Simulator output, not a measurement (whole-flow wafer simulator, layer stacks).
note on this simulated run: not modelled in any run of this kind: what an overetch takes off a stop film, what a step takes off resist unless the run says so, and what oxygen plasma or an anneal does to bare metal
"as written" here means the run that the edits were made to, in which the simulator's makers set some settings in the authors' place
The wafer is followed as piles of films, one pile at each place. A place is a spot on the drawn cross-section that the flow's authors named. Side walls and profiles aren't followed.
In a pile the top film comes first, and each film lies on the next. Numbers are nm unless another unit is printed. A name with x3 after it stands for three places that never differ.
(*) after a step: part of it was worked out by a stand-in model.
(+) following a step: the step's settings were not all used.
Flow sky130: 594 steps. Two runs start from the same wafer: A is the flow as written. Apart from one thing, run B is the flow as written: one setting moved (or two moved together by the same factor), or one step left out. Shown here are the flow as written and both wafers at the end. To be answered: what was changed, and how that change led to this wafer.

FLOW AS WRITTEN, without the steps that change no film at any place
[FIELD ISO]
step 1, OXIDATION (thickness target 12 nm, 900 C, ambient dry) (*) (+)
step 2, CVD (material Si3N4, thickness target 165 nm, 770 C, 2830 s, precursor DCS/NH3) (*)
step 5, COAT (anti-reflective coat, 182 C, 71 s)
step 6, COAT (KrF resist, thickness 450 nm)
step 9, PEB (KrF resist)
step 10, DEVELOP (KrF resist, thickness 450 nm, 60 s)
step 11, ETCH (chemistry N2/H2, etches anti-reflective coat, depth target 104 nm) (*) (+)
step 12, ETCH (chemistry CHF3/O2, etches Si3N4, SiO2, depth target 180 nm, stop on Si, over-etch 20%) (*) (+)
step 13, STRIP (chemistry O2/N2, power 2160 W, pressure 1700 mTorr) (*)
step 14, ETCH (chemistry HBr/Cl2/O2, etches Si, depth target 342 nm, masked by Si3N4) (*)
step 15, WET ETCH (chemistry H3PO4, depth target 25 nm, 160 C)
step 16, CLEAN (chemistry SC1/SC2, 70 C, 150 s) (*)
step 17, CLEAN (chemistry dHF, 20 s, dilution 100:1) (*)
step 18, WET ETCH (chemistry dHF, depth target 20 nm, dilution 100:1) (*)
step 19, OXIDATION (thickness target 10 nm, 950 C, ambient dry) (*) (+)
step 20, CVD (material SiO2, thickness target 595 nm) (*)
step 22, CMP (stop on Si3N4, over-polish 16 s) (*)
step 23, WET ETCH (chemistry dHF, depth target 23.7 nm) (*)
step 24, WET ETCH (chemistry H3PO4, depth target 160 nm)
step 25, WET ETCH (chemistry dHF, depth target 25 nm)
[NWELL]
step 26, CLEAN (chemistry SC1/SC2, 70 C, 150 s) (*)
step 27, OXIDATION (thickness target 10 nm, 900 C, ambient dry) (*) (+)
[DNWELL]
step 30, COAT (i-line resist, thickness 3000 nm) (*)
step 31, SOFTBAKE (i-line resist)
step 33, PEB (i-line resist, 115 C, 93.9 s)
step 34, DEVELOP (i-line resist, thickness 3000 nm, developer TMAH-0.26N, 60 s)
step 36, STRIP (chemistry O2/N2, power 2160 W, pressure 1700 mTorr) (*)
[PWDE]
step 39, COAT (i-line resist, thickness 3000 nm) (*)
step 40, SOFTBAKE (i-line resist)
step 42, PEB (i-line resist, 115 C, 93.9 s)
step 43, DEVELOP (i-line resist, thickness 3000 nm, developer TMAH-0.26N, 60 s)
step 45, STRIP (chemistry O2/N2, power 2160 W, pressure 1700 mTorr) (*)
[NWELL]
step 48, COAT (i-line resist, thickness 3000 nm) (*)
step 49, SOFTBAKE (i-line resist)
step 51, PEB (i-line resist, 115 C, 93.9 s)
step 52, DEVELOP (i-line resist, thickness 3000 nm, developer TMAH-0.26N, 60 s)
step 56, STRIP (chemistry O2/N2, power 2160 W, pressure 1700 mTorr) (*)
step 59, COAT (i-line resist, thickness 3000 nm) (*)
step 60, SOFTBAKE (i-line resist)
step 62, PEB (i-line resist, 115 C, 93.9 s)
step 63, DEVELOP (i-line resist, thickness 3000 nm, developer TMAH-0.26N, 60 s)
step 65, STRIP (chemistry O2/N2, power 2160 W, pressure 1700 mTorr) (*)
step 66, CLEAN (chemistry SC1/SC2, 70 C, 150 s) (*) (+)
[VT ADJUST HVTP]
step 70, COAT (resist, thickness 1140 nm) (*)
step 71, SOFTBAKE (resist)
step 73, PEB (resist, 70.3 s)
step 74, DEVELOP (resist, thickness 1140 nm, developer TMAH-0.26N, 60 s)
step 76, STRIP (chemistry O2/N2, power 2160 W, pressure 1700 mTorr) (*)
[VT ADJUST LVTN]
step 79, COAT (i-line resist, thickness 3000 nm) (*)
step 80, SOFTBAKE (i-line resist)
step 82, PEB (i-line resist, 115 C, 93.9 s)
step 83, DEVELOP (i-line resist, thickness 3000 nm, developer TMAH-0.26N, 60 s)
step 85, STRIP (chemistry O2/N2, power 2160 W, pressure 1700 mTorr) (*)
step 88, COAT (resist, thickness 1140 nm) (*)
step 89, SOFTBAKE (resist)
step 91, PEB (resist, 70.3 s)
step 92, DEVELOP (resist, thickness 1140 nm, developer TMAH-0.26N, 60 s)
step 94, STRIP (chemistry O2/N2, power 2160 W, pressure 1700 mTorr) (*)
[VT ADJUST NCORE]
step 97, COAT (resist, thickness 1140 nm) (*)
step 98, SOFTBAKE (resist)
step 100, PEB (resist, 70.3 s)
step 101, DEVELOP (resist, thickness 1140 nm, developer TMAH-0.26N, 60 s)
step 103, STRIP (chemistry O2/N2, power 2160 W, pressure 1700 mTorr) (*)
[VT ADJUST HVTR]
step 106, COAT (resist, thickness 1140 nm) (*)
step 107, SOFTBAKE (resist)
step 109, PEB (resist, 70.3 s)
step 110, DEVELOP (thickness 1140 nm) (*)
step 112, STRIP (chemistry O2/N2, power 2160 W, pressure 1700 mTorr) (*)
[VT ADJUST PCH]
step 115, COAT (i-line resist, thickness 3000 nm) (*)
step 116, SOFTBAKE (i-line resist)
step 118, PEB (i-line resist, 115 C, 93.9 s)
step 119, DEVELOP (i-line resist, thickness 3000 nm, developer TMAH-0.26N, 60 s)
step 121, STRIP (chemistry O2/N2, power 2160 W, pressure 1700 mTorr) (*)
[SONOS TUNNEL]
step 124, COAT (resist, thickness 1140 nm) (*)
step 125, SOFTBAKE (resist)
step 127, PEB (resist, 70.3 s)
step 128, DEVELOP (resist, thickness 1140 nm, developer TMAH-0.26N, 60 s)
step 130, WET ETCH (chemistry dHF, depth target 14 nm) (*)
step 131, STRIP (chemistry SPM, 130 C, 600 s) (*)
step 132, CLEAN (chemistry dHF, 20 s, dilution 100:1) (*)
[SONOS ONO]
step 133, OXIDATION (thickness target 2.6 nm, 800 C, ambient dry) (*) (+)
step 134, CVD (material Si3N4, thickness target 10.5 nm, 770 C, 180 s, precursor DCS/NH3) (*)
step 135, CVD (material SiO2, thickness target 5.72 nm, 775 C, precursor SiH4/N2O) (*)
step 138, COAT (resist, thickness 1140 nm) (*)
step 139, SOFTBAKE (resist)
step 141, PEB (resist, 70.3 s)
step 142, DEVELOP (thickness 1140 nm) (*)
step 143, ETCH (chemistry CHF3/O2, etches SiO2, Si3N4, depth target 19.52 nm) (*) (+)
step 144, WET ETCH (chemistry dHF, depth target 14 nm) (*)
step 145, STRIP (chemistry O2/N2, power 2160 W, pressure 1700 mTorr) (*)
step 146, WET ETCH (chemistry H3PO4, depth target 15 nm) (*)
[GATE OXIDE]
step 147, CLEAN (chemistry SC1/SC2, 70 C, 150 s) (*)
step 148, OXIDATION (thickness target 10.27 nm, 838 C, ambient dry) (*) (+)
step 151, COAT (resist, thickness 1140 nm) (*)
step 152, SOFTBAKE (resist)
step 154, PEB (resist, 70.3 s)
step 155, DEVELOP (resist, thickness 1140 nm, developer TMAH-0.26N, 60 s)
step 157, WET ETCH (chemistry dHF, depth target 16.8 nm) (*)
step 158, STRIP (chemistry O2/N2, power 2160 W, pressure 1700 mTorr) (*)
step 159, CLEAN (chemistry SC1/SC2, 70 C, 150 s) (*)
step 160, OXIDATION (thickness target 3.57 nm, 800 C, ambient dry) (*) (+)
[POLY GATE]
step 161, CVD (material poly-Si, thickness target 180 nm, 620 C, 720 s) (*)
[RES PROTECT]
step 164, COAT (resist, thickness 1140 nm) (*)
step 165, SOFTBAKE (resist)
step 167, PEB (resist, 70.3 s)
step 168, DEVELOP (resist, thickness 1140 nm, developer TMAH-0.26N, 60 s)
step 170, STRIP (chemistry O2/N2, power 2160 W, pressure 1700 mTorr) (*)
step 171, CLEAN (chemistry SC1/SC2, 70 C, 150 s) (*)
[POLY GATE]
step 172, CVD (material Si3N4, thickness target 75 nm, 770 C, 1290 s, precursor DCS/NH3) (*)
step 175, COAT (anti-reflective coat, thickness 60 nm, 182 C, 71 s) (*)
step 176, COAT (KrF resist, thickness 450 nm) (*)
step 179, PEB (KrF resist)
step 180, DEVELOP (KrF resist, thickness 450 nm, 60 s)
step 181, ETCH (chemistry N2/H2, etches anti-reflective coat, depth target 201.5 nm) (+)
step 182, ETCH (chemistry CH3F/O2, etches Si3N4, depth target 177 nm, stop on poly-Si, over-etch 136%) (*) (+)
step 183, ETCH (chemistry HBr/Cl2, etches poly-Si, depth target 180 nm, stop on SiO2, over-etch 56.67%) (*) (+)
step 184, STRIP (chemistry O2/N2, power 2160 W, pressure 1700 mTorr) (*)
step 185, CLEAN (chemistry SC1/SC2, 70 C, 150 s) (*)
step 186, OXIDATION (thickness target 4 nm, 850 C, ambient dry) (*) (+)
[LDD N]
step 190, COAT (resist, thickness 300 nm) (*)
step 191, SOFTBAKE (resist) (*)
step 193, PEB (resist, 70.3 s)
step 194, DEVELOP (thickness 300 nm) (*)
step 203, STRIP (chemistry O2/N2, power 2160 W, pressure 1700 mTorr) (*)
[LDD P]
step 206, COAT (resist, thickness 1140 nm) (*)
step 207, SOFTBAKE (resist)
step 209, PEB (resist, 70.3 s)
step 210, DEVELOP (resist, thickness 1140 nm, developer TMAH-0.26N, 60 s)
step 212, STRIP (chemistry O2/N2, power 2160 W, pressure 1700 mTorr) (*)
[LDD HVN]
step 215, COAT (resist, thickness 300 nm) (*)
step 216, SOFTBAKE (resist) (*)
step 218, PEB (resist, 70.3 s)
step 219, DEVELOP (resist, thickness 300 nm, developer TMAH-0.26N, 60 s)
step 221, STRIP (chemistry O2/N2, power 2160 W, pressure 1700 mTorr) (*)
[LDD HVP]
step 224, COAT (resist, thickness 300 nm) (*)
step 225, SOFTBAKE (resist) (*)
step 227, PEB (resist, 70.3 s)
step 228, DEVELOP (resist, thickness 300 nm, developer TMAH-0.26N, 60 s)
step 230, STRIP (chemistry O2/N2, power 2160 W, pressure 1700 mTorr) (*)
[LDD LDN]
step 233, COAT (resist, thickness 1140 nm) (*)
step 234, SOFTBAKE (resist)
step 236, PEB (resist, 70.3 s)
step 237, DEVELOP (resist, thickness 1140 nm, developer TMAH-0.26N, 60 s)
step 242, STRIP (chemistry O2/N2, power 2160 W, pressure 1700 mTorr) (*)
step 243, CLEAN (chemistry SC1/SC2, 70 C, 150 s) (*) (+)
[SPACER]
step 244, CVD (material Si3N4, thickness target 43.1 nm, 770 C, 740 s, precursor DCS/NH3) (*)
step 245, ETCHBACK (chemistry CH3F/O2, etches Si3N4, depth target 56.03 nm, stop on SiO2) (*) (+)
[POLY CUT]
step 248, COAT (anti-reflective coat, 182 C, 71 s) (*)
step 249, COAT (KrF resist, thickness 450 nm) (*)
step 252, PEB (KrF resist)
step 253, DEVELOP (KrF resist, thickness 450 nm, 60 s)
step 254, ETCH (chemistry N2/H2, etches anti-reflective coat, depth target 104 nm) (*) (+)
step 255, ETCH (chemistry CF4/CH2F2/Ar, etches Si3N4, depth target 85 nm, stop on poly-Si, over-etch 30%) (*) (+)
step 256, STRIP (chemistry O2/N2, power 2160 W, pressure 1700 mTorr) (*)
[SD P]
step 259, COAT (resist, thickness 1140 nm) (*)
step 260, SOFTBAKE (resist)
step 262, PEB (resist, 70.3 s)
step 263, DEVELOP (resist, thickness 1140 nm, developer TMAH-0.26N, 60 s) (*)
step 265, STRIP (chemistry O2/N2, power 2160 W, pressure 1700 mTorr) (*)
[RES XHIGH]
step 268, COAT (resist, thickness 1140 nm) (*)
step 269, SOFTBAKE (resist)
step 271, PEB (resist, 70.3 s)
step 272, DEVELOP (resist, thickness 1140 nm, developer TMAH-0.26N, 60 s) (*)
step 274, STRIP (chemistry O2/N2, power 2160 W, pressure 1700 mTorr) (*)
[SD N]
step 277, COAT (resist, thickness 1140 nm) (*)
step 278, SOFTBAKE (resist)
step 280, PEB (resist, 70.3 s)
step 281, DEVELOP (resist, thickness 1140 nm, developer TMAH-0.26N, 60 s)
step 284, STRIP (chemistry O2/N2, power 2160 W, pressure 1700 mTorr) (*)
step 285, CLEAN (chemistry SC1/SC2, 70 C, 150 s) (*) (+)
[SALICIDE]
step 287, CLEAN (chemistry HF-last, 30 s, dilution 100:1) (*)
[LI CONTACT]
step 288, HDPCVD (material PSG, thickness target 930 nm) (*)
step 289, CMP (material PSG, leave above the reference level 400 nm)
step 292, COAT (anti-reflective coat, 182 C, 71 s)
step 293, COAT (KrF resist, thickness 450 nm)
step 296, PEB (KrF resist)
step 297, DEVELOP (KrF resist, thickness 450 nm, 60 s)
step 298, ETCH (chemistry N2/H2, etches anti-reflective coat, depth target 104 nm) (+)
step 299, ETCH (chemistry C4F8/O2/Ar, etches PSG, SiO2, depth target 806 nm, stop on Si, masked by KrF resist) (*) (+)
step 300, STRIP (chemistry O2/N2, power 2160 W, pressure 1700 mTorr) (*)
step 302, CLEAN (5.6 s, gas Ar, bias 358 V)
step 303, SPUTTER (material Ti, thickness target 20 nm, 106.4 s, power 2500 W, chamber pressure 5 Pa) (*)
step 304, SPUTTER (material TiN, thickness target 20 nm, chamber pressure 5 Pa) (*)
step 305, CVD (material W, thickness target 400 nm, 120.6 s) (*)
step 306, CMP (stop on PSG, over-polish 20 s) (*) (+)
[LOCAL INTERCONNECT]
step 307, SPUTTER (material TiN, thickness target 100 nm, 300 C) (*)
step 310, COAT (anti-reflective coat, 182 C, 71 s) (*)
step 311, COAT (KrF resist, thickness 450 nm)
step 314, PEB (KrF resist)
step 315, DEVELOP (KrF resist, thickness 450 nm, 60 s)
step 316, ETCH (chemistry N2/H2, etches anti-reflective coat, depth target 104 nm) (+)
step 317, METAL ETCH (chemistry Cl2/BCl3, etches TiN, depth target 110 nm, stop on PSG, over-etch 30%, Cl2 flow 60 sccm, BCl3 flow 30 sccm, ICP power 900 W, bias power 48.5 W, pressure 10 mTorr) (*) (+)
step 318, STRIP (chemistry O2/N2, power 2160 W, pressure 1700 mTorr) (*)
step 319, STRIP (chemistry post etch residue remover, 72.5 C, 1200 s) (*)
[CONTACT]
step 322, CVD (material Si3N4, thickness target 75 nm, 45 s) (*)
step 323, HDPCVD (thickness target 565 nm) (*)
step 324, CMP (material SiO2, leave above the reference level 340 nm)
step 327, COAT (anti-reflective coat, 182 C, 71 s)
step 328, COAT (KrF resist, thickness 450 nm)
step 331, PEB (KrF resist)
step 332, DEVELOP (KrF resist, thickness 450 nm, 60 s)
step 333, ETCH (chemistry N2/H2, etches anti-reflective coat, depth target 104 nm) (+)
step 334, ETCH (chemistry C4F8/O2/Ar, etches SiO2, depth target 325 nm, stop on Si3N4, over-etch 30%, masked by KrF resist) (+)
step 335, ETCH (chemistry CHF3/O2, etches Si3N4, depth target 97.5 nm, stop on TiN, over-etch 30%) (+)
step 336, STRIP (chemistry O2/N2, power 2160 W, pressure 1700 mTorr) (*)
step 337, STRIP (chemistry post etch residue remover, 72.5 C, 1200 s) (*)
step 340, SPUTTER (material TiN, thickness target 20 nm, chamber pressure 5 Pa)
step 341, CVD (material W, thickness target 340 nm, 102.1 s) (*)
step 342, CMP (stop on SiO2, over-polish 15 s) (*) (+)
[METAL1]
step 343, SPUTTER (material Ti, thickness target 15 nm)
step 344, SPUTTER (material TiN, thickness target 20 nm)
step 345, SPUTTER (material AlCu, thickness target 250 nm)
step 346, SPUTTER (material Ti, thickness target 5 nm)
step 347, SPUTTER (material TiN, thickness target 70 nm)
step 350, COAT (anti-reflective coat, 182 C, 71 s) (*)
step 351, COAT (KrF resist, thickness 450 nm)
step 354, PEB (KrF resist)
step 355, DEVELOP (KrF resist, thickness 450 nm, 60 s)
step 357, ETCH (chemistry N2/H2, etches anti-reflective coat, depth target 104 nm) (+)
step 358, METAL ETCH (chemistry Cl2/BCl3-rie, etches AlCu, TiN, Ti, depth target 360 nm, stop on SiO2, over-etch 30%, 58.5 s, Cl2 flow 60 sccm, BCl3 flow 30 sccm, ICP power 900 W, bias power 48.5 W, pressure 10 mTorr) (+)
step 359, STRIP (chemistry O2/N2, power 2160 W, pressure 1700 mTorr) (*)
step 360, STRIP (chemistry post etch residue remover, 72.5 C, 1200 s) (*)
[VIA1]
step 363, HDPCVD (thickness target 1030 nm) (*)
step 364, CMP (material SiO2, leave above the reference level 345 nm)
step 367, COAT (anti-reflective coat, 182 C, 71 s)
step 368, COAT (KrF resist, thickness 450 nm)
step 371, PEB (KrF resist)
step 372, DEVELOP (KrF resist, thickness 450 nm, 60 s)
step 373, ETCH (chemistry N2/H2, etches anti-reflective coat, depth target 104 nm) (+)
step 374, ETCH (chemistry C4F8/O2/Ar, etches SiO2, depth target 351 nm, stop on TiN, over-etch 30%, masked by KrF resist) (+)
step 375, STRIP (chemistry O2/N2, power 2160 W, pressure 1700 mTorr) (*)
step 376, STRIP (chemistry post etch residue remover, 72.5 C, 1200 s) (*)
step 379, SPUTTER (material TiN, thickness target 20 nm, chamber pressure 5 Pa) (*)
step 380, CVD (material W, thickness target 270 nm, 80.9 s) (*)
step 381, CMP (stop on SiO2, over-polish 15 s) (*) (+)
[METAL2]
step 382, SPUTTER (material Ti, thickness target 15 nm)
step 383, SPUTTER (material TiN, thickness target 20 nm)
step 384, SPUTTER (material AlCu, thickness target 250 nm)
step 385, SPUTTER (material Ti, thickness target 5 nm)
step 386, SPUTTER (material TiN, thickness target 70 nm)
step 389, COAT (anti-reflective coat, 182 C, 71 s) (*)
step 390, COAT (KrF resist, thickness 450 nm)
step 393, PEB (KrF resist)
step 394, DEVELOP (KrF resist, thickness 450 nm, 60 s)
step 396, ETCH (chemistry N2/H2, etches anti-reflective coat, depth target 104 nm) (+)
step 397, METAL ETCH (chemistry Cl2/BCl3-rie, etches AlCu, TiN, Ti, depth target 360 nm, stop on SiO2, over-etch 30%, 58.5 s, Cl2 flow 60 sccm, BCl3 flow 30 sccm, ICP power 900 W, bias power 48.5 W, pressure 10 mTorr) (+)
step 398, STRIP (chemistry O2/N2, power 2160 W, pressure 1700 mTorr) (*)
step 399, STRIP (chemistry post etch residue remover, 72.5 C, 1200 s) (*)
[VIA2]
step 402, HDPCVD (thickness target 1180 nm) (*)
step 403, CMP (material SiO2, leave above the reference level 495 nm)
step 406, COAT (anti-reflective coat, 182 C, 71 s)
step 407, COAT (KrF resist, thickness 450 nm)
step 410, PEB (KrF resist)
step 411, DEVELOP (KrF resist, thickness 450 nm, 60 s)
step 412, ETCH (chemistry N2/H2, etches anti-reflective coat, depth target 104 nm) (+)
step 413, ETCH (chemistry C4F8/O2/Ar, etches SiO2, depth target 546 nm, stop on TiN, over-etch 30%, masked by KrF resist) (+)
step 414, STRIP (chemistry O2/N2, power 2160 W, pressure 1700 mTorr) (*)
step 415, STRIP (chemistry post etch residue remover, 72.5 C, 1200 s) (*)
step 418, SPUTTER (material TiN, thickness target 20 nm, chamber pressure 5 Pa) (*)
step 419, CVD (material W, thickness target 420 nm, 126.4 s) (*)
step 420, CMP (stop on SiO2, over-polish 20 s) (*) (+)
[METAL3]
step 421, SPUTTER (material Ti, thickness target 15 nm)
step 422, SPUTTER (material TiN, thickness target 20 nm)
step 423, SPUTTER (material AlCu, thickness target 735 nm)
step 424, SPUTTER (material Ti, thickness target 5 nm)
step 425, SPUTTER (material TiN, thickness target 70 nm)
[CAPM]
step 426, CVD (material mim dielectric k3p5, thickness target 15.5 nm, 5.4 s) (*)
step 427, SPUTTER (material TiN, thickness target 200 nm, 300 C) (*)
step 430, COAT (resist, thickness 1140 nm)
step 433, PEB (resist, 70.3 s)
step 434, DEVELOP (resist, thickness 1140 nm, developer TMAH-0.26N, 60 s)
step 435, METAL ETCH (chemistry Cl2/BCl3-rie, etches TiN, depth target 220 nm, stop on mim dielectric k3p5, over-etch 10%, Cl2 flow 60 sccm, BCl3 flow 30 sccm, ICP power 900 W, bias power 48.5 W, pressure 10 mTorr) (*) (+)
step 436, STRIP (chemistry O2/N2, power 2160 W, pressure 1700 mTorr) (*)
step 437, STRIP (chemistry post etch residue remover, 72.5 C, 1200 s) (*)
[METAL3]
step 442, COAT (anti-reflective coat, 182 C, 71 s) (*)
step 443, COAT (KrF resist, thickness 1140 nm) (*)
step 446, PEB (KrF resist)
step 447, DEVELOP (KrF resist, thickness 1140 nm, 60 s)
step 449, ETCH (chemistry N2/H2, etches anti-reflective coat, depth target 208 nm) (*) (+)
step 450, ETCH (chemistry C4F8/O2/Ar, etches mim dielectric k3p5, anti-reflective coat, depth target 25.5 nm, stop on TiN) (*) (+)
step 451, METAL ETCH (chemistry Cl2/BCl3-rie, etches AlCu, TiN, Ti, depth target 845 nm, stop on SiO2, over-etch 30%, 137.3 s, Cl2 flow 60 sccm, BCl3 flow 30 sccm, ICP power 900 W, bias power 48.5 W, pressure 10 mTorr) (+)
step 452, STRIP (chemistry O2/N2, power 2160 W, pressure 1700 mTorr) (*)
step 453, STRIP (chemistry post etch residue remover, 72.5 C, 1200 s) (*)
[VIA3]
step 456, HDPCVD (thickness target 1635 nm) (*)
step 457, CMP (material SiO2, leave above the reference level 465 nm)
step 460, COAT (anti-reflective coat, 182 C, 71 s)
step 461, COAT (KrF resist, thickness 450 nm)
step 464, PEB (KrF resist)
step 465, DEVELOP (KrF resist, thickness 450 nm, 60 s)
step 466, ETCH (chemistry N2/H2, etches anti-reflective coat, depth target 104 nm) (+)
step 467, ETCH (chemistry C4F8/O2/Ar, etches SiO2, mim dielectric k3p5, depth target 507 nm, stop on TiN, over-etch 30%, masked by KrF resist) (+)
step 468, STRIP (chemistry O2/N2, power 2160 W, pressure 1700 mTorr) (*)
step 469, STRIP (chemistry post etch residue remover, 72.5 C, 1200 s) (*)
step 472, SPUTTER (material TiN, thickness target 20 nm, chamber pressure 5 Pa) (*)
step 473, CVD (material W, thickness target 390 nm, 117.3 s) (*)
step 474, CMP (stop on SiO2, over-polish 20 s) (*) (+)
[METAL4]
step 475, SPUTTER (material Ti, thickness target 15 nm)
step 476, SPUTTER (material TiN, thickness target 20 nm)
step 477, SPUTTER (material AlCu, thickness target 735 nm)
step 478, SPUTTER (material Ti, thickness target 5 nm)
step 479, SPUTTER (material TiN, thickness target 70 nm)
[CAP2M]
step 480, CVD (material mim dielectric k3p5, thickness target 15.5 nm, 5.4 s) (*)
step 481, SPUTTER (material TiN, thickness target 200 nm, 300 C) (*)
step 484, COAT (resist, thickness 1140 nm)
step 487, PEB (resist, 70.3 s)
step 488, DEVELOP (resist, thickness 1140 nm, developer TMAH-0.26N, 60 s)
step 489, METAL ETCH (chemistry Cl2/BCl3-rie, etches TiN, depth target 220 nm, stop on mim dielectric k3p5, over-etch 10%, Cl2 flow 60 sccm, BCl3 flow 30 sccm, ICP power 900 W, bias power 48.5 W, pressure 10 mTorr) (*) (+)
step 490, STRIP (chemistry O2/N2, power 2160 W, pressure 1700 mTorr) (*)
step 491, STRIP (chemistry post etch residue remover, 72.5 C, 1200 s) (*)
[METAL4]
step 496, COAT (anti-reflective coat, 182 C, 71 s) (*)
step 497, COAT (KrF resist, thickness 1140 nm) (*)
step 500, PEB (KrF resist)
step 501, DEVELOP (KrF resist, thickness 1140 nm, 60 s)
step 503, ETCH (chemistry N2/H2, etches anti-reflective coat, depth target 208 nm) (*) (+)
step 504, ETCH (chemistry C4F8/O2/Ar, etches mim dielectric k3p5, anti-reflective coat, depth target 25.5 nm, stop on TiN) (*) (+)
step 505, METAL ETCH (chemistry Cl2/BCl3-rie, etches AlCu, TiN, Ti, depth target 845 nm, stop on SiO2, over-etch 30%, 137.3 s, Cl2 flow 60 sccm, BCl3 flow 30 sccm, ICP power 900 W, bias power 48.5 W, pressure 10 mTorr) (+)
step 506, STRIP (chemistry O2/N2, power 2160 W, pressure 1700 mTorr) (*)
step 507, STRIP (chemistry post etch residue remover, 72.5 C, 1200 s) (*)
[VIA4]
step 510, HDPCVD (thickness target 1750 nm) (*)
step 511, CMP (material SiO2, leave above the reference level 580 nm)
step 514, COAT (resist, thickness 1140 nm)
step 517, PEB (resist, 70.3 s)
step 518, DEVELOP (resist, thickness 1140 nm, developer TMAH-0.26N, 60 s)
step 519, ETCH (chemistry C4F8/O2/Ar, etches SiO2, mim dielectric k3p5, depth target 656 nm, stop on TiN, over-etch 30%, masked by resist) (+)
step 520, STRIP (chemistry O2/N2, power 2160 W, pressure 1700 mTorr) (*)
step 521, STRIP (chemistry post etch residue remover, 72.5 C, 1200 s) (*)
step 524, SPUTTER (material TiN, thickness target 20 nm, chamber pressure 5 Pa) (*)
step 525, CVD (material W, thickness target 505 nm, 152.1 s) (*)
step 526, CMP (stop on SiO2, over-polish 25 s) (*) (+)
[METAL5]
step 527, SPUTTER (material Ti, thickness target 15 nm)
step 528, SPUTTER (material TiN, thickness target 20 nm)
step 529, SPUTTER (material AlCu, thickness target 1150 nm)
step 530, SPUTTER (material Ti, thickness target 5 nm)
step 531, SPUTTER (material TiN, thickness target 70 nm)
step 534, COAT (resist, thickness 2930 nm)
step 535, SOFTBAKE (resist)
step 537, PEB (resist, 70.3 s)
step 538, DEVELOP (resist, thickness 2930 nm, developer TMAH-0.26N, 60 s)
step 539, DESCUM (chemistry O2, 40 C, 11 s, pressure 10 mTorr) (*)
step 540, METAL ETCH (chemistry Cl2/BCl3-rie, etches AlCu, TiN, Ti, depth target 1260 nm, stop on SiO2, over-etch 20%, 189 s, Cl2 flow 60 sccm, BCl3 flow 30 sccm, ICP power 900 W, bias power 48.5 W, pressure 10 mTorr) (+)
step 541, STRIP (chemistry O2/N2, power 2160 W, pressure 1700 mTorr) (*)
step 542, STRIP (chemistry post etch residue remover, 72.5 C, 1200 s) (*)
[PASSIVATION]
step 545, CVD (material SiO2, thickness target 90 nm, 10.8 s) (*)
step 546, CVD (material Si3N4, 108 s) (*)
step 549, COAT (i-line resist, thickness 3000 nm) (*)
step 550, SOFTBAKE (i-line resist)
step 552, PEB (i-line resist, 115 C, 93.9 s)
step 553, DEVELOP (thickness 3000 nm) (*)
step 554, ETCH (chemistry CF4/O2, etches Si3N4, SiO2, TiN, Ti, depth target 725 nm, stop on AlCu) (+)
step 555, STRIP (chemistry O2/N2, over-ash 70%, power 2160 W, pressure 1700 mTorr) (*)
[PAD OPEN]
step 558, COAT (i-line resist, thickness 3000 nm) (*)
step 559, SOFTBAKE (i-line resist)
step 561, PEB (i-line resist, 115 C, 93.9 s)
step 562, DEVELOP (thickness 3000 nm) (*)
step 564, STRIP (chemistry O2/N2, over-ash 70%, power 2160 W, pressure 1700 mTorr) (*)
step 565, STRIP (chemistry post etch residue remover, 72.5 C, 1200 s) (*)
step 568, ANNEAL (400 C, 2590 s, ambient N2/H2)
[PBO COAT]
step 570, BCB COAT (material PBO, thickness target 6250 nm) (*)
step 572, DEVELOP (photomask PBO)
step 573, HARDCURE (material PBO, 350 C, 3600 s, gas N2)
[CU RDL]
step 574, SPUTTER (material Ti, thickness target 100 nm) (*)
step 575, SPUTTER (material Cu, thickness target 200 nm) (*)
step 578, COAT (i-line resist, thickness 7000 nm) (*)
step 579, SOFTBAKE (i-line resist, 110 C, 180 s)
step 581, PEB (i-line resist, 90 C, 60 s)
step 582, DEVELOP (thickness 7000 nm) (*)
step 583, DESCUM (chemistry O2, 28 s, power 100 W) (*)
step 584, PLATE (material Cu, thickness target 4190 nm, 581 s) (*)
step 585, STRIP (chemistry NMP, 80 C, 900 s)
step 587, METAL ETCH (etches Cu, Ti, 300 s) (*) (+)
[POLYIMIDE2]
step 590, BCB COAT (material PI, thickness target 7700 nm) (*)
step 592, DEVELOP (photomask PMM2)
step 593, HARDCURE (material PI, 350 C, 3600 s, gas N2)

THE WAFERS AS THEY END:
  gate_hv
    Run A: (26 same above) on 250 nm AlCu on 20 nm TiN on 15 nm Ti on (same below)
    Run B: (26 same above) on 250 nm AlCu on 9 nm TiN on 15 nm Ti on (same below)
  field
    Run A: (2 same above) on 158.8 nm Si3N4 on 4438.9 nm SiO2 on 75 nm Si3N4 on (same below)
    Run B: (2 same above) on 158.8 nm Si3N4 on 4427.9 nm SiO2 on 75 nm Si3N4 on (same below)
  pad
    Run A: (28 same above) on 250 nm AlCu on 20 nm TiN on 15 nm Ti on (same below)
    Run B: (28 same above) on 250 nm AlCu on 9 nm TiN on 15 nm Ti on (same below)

What caused this: step 344, SPUTTER: thickness target 9 nm was run, while the flow as written has thickness target 20 nm.
The wafer lets one read it off: gate_hv has TiN 9, and step 344 as written asks for 20 nm.

Step by step, how the change led to this:
  step 344, SPUTTER (material TiN, thickness target 20 nm)
      field, active, n_well and 188 more: A TiN gains 20 (new film) | B TiN gains 9 (new film)
  step 358, METAL ETCH (chemistry Cl2/BCl3-rie, etches AlCu, TiN, Ti, depth target 360 nm, stop on SiO2, over-etch 30%, 58.5 s, Cl2 flow 60 sccm, BCl3 flow 30 sccm, ICP power 900 W, bias power 48.5 W, pressure 10 mTorr) (+)
      field, active, gate and 81 more: A TiN loses 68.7 (all of it), Ti loses 5 (all of it), AlCu loses 250 (all of it), TiN loses 20 (all of it), Ti loses 15 (all of it), SiO2 loses 10.9 | B TiN loses 68.7 (all of it), Ti loses 5 (all of it), AlCu loses 250 (all of it), TiN loses 9 (all of it), Ti loses 15 (all of it), SiO2 loses 12
  step 364, CMP (material SiO2, leave above the reference level 345 nm)
      field, active, gate and 81 more: A SiO2 loses 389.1 | B SiO2 loses 399
